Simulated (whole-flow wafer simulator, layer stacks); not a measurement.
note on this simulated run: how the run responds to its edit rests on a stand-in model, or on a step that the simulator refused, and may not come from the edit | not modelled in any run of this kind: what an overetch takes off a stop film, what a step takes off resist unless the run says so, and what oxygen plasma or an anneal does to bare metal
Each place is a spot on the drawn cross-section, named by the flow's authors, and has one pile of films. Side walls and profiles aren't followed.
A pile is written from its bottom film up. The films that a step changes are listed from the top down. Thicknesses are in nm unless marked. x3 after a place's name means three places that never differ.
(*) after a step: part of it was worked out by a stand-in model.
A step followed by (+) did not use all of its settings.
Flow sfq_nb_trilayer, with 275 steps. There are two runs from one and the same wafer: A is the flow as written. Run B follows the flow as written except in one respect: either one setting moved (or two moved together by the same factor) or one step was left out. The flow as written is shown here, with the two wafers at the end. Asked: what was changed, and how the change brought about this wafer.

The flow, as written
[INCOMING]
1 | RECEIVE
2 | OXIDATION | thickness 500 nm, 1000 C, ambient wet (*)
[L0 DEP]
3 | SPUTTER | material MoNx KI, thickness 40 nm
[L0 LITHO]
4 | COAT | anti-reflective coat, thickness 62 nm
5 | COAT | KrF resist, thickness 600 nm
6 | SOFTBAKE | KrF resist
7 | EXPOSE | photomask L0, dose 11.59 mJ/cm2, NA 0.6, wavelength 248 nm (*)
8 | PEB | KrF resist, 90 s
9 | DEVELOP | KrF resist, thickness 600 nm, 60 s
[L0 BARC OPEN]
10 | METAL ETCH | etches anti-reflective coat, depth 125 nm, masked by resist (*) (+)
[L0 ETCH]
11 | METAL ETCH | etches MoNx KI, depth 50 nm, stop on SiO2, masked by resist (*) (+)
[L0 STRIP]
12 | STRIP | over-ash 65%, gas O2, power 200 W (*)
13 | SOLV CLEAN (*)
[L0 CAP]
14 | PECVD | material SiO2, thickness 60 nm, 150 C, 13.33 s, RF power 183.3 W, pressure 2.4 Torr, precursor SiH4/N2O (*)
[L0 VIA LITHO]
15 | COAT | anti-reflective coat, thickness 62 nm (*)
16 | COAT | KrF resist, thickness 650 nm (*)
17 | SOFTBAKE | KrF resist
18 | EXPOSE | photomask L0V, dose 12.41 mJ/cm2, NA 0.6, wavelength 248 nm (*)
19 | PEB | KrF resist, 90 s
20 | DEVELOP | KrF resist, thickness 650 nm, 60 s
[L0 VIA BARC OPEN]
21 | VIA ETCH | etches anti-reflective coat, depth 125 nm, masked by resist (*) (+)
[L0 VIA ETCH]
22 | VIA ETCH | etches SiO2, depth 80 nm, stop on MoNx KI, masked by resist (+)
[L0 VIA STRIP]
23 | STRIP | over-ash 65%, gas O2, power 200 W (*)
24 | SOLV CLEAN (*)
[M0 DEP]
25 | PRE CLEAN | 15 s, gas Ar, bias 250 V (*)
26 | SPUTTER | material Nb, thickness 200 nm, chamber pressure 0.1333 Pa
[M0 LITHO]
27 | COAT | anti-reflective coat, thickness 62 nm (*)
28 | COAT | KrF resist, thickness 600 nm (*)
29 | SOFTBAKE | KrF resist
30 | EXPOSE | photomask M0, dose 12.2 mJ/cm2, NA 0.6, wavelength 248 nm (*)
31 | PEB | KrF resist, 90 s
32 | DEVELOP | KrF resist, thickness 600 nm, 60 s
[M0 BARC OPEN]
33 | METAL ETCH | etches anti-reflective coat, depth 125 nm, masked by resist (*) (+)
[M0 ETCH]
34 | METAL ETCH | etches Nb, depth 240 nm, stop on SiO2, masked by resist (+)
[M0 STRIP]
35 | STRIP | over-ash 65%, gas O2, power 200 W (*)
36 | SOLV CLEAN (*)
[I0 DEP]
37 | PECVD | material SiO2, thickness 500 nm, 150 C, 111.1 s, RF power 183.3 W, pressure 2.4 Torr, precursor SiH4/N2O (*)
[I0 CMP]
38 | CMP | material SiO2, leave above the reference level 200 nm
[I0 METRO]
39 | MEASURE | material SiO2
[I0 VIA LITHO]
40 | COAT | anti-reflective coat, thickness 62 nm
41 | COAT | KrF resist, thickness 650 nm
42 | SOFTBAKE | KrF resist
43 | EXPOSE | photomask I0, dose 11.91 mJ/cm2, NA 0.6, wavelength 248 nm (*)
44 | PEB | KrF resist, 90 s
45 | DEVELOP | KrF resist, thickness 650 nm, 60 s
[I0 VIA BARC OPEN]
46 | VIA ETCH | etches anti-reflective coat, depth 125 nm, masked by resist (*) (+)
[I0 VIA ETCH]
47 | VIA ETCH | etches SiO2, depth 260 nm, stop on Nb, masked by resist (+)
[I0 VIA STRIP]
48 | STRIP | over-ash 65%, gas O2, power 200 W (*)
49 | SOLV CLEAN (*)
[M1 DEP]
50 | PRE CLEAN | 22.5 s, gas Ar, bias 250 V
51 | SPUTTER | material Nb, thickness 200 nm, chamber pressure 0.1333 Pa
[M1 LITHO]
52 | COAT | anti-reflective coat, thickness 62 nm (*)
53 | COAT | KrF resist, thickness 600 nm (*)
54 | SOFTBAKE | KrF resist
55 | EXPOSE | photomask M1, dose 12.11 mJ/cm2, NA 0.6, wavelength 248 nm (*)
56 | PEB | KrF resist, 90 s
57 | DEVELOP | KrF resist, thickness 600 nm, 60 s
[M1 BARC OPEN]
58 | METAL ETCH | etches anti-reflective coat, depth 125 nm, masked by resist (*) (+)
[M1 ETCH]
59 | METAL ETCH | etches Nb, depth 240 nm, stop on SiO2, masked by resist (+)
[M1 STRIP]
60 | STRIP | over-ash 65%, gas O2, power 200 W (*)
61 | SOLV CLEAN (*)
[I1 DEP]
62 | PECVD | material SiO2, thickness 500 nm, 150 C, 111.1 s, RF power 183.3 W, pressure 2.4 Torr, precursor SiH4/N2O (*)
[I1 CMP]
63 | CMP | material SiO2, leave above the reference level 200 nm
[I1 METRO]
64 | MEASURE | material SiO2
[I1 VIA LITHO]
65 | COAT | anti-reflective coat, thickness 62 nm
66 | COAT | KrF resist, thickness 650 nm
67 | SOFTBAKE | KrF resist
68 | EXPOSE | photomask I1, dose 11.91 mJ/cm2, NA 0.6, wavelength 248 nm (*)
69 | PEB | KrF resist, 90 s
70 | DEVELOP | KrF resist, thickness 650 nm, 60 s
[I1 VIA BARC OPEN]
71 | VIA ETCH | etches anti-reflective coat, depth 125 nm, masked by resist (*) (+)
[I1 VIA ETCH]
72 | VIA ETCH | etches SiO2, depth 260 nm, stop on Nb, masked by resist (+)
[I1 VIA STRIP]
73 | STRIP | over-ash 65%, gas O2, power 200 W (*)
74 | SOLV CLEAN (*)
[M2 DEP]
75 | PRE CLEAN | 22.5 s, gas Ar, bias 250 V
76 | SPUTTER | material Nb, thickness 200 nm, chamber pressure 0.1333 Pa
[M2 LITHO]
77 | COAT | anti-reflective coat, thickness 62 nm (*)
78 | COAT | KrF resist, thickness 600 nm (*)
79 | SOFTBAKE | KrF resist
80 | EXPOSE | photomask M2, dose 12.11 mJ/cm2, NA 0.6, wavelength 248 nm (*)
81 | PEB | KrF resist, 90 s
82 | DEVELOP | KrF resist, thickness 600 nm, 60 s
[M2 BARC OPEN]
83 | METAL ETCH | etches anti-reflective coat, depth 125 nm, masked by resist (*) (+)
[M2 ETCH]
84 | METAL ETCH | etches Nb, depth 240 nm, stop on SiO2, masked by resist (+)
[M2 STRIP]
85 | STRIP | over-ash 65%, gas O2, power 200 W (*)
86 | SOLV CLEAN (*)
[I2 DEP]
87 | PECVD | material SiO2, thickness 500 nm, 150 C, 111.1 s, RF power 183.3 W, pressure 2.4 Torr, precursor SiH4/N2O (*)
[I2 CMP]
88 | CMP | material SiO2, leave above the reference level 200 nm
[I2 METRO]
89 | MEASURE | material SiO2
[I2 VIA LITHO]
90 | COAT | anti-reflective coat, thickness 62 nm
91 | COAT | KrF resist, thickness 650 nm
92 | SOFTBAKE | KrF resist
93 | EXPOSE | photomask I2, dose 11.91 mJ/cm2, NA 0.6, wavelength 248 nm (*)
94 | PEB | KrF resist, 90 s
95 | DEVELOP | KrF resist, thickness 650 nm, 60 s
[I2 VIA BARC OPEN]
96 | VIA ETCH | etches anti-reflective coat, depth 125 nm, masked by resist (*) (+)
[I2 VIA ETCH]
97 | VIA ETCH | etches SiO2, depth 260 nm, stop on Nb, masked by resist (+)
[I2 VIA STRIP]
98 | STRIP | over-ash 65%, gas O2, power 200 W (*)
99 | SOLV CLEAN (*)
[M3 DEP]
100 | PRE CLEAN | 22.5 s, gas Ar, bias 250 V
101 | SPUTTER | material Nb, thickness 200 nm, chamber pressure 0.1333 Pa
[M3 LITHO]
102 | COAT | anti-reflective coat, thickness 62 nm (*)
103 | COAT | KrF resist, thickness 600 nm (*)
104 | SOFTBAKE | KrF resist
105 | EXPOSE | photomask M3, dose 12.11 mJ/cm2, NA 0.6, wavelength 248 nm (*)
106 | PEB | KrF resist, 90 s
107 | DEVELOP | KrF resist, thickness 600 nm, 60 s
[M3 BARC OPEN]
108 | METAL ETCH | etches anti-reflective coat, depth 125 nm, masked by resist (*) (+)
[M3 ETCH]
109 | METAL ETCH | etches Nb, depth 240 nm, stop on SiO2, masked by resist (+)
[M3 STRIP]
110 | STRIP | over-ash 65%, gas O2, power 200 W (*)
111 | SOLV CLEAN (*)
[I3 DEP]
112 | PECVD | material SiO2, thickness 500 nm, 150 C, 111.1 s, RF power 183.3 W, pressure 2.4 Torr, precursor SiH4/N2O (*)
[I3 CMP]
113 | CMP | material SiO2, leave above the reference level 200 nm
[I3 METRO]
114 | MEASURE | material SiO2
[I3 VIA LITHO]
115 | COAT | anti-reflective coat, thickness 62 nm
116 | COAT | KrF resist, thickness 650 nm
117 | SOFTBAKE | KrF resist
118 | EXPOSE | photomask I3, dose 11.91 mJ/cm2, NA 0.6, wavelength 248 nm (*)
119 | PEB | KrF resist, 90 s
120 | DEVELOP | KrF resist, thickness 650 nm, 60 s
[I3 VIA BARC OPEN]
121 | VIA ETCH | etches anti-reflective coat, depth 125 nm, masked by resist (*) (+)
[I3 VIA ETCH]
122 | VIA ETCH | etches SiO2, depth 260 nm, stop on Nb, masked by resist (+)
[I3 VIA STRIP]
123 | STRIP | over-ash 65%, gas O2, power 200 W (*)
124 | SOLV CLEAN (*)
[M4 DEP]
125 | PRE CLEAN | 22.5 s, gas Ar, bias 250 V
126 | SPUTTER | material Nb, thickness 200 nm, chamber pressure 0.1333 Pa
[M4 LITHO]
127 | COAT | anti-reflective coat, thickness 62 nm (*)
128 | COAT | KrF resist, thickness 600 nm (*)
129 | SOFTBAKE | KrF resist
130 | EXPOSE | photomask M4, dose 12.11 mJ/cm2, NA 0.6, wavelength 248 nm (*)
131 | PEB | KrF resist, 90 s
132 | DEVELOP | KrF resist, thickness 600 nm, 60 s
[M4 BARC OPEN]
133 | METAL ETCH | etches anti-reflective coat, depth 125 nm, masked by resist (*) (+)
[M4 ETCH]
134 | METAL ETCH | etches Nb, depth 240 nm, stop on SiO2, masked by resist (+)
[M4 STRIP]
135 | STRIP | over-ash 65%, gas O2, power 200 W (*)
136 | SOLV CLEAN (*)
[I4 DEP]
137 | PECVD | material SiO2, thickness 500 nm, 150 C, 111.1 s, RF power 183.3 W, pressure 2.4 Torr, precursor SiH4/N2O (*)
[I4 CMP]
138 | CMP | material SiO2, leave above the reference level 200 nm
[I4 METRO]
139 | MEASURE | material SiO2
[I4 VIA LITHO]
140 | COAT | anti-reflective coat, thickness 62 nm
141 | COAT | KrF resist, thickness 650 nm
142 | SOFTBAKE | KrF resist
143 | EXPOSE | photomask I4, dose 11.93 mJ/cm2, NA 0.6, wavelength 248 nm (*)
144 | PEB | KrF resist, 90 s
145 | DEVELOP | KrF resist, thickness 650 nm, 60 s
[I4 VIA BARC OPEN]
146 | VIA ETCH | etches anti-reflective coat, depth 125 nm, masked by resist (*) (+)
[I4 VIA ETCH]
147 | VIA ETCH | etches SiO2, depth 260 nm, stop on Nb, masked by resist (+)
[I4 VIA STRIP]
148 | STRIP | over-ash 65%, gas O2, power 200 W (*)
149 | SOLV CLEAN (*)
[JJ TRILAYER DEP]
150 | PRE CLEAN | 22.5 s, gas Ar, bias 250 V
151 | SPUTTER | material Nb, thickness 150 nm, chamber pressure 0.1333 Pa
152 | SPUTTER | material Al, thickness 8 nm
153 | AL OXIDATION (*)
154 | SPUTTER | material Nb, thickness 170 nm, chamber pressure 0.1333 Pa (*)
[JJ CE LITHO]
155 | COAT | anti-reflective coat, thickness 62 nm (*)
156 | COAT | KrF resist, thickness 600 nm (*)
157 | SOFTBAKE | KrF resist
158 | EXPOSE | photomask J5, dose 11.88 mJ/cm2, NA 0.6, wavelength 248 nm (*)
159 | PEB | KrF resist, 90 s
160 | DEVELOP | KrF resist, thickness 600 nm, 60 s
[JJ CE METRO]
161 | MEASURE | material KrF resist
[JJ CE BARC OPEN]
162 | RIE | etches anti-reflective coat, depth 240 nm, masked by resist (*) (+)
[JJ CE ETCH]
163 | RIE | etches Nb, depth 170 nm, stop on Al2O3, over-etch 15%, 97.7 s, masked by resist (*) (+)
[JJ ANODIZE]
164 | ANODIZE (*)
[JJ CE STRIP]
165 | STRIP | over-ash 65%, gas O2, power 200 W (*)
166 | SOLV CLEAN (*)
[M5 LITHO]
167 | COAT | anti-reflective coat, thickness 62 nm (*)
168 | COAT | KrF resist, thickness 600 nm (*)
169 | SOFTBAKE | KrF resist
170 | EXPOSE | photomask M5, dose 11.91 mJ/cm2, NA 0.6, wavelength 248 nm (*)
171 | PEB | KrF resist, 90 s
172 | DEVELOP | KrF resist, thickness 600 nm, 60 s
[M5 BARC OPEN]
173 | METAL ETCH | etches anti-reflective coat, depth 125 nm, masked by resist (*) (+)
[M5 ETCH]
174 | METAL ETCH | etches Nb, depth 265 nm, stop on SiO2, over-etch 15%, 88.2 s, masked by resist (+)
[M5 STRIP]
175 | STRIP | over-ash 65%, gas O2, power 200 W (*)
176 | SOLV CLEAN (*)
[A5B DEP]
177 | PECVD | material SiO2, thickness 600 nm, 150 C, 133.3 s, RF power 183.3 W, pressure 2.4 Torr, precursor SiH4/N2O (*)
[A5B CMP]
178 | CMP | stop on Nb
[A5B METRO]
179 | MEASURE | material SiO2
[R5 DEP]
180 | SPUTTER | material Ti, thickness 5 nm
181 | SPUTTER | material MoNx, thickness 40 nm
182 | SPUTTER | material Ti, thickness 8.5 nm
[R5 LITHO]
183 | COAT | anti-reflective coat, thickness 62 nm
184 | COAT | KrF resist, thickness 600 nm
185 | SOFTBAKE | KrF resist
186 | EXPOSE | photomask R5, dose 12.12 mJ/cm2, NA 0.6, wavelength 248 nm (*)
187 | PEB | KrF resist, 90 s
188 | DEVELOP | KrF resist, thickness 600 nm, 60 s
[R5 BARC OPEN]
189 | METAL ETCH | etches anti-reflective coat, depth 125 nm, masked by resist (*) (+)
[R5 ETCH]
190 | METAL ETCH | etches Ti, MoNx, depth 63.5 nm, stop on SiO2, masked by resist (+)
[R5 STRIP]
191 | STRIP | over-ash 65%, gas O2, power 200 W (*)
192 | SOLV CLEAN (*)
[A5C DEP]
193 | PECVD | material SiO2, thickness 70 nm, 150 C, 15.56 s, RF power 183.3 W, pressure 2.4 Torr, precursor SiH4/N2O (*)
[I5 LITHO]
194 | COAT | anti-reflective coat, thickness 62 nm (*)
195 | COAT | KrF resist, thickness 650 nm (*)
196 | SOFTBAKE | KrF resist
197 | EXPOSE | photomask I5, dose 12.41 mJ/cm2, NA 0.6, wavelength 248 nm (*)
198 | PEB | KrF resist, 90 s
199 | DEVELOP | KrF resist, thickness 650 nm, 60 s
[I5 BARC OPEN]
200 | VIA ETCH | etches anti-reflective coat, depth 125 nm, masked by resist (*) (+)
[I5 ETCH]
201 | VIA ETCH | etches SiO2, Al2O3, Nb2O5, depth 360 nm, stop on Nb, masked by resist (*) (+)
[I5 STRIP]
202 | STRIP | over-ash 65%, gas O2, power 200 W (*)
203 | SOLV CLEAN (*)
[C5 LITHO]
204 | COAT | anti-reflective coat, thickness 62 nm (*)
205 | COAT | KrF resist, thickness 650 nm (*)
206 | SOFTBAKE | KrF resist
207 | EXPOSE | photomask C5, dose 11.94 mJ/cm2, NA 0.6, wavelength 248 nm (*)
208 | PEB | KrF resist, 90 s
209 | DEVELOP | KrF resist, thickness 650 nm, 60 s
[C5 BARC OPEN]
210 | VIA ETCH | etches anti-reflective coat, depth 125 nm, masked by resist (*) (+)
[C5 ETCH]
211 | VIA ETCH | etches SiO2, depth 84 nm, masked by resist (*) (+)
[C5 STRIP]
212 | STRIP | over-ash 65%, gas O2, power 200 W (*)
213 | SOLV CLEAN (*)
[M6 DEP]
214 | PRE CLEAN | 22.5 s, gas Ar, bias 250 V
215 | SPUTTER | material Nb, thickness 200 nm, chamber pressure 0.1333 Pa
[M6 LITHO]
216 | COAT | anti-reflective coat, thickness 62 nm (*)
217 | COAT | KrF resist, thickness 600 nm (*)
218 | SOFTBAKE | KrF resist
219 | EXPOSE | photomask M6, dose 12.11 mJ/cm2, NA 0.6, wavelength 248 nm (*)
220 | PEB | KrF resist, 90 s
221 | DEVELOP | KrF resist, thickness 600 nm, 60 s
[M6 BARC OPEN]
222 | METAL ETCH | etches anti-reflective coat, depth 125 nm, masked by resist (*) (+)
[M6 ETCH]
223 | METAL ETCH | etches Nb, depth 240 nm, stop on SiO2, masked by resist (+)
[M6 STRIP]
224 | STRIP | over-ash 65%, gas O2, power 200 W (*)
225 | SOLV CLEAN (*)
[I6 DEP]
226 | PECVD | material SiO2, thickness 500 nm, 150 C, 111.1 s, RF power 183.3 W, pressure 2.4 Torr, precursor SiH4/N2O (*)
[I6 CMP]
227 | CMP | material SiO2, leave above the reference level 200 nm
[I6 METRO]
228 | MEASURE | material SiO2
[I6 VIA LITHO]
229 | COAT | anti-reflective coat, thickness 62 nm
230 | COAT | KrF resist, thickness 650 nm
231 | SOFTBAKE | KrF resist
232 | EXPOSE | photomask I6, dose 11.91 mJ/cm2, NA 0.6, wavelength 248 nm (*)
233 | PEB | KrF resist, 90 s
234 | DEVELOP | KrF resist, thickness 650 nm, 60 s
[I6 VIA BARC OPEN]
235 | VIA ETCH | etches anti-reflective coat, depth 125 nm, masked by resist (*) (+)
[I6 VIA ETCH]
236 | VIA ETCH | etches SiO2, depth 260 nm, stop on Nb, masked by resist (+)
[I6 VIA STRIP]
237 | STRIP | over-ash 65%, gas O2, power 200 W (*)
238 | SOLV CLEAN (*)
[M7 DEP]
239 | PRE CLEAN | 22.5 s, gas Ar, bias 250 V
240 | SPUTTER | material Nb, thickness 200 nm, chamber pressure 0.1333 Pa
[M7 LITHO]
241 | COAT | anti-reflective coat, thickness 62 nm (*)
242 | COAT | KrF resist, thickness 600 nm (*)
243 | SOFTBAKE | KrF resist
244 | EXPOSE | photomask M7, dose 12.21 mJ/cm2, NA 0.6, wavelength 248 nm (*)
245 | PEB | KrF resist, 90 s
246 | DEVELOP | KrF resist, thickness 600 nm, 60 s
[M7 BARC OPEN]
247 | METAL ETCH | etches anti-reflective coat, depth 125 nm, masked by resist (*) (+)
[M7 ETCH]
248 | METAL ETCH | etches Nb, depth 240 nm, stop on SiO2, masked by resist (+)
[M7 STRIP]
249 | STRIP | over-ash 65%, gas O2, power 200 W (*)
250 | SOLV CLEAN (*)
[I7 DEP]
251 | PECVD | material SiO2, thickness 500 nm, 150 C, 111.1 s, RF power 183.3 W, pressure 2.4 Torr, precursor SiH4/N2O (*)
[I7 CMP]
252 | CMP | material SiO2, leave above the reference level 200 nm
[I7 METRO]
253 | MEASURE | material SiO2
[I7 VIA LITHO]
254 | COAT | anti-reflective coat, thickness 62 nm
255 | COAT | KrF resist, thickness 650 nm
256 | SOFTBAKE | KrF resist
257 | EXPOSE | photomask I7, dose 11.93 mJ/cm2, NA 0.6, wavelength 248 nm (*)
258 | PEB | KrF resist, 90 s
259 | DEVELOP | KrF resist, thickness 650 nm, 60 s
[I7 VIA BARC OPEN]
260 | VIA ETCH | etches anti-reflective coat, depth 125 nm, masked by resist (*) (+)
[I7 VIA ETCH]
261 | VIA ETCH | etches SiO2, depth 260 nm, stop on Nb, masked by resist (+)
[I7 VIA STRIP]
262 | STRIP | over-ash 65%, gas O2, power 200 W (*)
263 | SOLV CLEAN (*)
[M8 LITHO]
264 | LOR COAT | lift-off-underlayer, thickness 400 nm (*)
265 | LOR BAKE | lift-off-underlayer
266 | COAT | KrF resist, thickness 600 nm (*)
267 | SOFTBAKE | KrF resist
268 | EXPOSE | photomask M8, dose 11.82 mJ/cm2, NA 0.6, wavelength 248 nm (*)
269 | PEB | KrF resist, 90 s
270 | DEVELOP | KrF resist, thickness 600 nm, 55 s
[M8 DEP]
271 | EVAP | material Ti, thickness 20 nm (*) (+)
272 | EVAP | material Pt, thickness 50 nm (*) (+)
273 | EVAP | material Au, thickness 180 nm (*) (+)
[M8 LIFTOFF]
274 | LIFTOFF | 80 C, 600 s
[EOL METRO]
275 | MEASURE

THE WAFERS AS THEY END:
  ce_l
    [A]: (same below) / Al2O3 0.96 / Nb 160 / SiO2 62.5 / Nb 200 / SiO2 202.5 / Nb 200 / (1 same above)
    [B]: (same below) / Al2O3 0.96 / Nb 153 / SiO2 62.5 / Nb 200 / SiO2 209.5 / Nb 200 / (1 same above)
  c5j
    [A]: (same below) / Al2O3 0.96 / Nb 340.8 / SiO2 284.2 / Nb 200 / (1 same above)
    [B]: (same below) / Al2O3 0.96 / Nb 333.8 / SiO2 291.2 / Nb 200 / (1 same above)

The reason: step 190, METAL ETCH: depth 70.5 nm was run, while the flow as written has depth 63.5 nm.

Step by step, how the change led to this:
  190 | METAL ETCH | etches Ti, MoNx, depth 63.5 nm, stop on SiO2, masked by resist (+)
      be_r, r_sur, res, r_end, r5r_line_l, r5r_line_c, r5r_line_r: A -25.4 KrF resist | B -28.2 KrF resist
      ce_l, c5j, ce_r, wl_jj: A -8.5 Ti (all of it), -40 MoNx (all of it), -5 Ti (all of it), -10 Nb | B -8.5 Ti (all of it), -40 MoNx (all of it), -5 Ti (all of it), -17 Nb
  194 | COAT | anti-reflective coat, thickness 62 nm (*)
      wl_j_sl, wl_j_sr: A +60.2 anti-reflective coat (new film) | B +58.9 anti-reflective coat (new film)
      ce_l: A +67.2 anti-reflective coat (new film) | B +70.4 anti-reflective coat (new film)
      (also at 4 further places)
  202 | STRIP | over-ash 65%, gas O2, power 200 W (*)
      wl_j_sl, wl_j_sr: A -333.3 KrF resist (all of it), -60.2 anti-reflective coat (all of it) | B -333.4 KrF resist (all of it), -58.9 anti-reflective coat (all of it)
      ce_l: A -341.5 KrF resist (all of it), -67.2 anti-reflective coat (all of it) | B -344 KrF resist (all of it), -70.4 anti-reflective coat (all of it)
      (also at 4 further places)
  204 | COAT | anti-reflective coat, thickness 62 nm (*)
      wl_j_sl, wl_j_sr: A +60.2 anti-reflective coat (new film) | B +58.9 anti-reflective coat (new film)
      jj_sur: A +59.5 anti-reflective coat (new film) | B +58.3 anti-reflective coat (new film)
      (also at 5 further places)
  210 | VIA ETCH | etches anti-reflective coat, depth 125 nm, masked by resist (*) (+)
      c5j: A -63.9 anti-reflective coat (all of it), -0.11 SiO2 | B -65.8 anti-reflective coat (all of it), -0.1 SiO2
  212 | STRIP | over-ash 65%, gas O2, power 200 W (*)
      wl_j_sl, wl_j_sr: A -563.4 KrF resist (all of it), -60.2 anti-reflective coat (all of it) | B -563.5 KrF resist (all of it), -58.9 anti-reflective coat (all of it)
      jj_sur: A -562 KrF resist (all of it), -59.5 anti-reflective coat (all of it) | B -562.2 KrF resist (all of it), -58.3 anti-reflective coat (all of it)
      (also at 4 further places)
  216 | COAT | anti-reflective coat, thickness 62 nm (*)
      jj_sur: A +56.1 anti-reflective coat (new film) | B +54.8 anti-reflective coat (new film)
      ce_l: A +48 anti-reflective coat (new film) | B +50.3 anti-reflective coat (new film)
      (also at 3 further places)
  224 | STRIP | over-ash 65%, gas O2, power 200 W (*)
      jj_sur: A -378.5 KrF resist (all of it), -56.1 anti-reflective coat (all of it) | B -378.6 KrF resist (all of it), -54.8 anti-reflective coat (all of it)
      ce_l: A -397.1 KrF resist (all of it), -48 anti-reflective coat (all of it) | B -400.3 KrF resist (all of it), -50.3 anti-reflective coat (all of it)
      (also at 3 further places)
  227 | CMP | material SiO2, leave above the reference level 200 nm
      ce_l, ce_r, wl_jj: A -290 SiO2 | B -283 SiO2
      c5j: A -223 SiO2 | B -216 SiO2
